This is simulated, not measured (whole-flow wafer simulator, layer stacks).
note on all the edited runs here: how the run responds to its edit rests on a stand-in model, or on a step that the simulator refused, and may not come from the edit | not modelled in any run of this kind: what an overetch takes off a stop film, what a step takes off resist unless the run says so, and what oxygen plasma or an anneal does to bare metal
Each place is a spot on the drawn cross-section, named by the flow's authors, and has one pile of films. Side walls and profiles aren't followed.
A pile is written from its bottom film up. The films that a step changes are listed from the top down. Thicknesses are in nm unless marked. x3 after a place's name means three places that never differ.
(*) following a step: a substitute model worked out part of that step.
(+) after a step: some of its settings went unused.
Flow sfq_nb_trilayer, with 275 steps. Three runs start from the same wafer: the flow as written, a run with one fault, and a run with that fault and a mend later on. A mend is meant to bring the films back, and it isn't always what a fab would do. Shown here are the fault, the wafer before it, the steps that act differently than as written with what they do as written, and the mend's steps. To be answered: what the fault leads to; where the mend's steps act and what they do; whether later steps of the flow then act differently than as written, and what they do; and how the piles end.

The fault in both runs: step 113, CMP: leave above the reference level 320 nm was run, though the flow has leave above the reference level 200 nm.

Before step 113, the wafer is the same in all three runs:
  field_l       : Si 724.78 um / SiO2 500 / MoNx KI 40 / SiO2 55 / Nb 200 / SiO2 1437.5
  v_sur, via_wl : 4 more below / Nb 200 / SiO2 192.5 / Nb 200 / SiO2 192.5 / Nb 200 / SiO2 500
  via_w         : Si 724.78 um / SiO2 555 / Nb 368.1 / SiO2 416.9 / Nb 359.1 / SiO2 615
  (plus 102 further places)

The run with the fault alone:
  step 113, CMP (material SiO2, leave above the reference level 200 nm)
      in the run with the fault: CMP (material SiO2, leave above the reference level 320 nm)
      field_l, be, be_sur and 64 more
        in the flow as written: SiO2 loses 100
        in the run with the fault: nothing
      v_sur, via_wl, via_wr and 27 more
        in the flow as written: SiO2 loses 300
        in the run with the fault: SiO2 loses 180
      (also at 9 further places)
  Steps later in the flow that act otherwise than as written (5 more steps, not shown, differ only slightly: by at most 2% or 0.5 nm, whichever is larger):
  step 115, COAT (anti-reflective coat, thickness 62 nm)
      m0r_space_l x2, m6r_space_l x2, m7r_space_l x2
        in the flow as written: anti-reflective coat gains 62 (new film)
        in the run with the fault: anti-reflective coat gains 65 (new film)
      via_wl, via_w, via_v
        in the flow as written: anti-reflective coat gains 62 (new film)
        in the run with the fault: anti-reflective coat gains 60.4 (new film)
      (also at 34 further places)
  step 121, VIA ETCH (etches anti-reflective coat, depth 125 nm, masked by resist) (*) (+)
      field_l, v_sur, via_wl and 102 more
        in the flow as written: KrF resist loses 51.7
        in the run with the fault: KrF resist loses 50.4
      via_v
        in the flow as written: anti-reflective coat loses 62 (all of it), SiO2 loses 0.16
        in the run with the fault: anti-reflective coat loses 60.4 (all of it), SiO2 loses 0.15
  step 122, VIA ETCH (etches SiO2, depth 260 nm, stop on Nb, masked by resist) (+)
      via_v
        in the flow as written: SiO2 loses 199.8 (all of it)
        in the run with the fault: SiO2 loses 260
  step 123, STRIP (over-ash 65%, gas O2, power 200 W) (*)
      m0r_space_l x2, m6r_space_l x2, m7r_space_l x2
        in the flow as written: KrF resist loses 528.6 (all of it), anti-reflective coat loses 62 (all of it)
        in the run with the fault: KrF resist loses 531.9 (all of it), anti-reflective coat loses 65 (all of it)
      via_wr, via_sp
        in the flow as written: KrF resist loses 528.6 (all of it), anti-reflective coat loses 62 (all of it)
        in the run with the fault: KrF resist loses 523.9 (all of it), anti-reflective coat loses 60.5 (all of it)
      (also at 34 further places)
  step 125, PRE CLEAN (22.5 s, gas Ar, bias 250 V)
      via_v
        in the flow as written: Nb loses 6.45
        in the run with the fault: SiO2 loses 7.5
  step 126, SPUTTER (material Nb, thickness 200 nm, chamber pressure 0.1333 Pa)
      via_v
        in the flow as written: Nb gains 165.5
        in the run with the fault: Nb gains 152.6 (new film)
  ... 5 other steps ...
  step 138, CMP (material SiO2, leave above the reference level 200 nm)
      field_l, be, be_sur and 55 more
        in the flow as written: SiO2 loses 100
        in the run with the fault: SiO2 loses 80
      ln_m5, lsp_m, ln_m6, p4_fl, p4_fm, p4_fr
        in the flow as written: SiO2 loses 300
        in the run with the fault: SiO2 loses 280
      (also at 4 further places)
  At field_l, v_sur, via_wl and 103 more, the piles at the end differ from the flow's by more than 2% or 0.5 nm, whichever is larger.
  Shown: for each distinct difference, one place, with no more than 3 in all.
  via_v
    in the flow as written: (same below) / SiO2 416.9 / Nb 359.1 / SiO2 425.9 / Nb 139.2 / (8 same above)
    in the run with the fault: (same below) / SiO2 416.9 / Nb 200 / SiO2 52.3 / Nb 152.6 / SiO2 500 / Nb 139.2 / (8 same above)
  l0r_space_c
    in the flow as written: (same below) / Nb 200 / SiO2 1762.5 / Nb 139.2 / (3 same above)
    in the run with the fault: (same below) / Nb 200 / SiO2 1882.5 / Nb 139.2 / (3 same above)
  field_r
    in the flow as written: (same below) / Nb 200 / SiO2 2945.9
    in the run with the fault: (same below) / Nb 200 / SiO2 3065.9

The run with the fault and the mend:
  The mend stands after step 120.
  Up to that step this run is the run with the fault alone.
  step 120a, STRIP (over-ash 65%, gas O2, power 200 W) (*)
      moat, field_r, lsp_l, ln_m5, lsp_m, ln_m6
        KrF resist loses 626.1 (all of it), anti-reflective coat loses 62.1 (all of it)
      m0r_line_l x2, m6r_line_l x2, m7r_line_l x2
        KrF resist loses 628.7 (all of it), anti-reflective coat loses 62.7 (all of it)
      m0r_space_l x2, m6r_space_l x2, m7r_space_l x2
        KrF resist loses 627 (all of it), anti-reflective coat loses 65 (all of it)
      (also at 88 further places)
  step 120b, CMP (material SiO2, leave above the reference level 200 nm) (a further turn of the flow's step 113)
      field_l, be, be_sur and 64 more
        SiO2 loses 100
      v_sur, via_wl, via_w and 36 more
        SiO2 loses 120
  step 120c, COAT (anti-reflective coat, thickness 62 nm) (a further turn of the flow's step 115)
      field_l, v_sur, via_wl and 103 more
        anti-reflective coat gains 62 (new film)
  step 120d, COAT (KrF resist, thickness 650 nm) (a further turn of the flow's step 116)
      field_l, v_sur, via_wl and 103 more
        KrF resist gains 650 (new film)
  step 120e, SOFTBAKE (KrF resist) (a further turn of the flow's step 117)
      does not change any film at any place that is followed
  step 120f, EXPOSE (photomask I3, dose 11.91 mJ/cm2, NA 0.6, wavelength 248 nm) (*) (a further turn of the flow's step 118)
      does not change any film at any place that is followed
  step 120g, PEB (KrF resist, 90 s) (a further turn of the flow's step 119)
      field_l, v_sur, via_wl and 103 more
        KrF resist loses 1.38
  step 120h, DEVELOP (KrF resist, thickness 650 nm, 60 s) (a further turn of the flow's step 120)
      field_l, v_sur, via_wl and 102 more
        KrF resist loses 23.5
      via_v
        KrF resist loses 648.6 (all of it)
  Later steps of the flow that are run all act as written at every place that is followed.
  By the end, the piles equal the flow's at every place that both follow.
